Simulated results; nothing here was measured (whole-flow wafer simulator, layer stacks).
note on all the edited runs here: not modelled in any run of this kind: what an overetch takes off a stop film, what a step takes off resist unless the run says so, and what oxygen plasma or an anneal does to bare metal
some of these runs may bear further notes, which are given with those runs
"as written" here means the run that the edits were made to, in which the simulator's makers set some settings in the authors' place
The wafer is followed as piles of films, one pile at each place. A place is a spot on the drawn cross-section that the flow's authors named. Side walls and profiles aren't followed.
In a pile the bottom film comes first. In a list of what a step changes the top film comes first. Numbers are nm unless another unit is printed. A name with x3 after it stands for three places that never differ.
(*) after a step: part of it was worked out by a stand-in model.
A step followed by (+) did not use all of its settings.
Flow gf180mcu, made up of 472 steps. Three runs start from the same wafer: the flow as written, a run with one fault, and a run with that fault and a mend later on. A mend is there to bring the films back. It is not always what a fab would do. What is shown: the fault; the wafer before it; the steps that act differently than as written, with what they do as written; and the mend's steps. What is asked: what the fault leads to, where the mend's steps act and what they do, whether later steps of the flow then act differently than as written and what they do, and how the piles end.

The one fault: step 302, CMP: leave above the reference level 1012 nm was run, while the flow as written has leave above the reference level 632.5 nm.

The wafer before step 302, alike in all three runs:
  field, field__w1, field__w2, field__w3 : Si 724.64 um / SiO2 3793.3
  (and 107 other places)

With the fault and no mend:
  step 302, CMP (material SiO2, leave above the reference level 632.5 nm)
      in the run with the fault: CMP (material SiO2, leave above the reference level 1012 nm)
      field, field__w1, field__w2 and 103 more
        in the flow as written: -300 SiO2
        in the run with the fault: nothing
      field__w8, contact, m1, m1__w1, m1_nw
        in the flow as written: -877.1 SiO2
        in the run with the fault: -497.6 SiO2
  Steps further on in the flow that do not act as written (not shown: 4 more steps that differ only slightly, by at most 2% or 0.5 nm, whichever is larger):
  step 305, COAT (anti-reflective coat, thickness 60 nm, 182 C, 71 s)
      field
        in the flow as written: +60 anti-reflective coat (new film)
        in the run with the fault: +91.8 anti-reflective coat (new film)
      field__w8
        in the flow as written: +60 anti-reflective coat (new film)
        in the run with the fault: +20.9 anti-reflective coat (new film)
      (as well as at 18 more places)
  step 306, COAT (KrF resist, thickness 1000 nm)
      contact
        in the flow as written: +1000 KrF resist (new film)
        in the run with the fault: +968.5 KrF resist (new film)
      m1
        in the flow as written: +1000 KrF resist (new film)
        in the run with the fault: +963.2 KrF resist (new film)
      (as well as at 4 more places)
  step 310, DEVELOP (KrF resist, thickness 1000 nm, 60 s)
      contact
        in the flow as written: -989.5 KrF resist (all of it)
        in the run with the fault: -958.3 KrF resist (all of it)
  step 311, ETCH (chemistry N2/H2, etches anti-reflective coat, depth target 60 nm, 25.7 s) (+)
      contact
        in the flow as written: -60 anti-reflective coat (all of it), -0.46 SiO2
        in the run with the fault: -26.7 anti-reflective coat (all of it), -1.31 SiO2
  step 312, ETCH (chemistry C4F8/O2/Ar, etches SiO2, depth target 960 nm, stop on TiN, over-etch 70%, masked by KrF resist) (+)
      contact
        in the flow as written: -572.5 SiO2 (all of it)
        in the run with the fault: -951.1 SiO2 (all of it)
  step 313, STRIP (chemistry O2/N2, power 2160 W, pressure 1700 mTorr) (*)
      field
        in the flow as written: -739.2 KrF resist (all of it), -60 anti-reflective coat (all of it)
        in the run with the fault: -725.4 KrF resist (all of it), -91.8 anti-reflective coat (all of it)
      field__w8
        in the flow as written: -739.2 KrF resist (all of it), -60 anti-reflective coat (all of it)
        in the run with the fault: -729.2 KrF resist (all of it), -20.9 anti-reflective coat (all of it)
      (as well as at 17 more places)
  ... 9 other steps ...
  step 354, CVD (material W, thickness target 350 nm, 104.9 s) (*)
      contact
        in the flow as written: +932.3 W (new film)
        in the run with the fault: +1009.4 W (new film)
  By the end, the piles at field, field__w1, field__w2 and 109 more depart from the flow's by more than 2% or 0.5 nm, whichever is larger.
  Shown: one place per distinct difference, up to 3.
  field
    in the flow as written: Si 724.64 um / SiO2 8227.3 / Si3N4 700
    in the run with the fault: Si 724.64 um / SiO2 8603.9 / Si3N4 700
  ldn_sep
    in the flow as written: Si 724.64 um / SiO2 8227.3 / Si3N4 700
    in the run with the fault: Si 724.64 um / SiO2 8603.8 / Si3N4 700
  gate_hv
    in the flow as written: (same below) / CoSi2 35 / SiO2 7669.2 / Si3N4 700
    in the run with the fault: (same below) / CoSi2 35 / SiO2 8045.7 / Si3N4 700

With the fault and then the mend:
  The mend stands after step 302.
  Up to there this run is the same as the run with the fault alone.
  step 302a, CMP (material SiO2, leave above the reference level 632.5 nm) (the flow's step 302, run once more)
      field, field__w1, field__w2 and 103 more
        -300 SiO2
      field__w8, contact, m1, m1__w1, m1_nw
        -379.5 SiO2
  None of the later steps of the flow acts differently than as written at any place that is followed.
  The piles end the same as the flow's at every place that both follow.
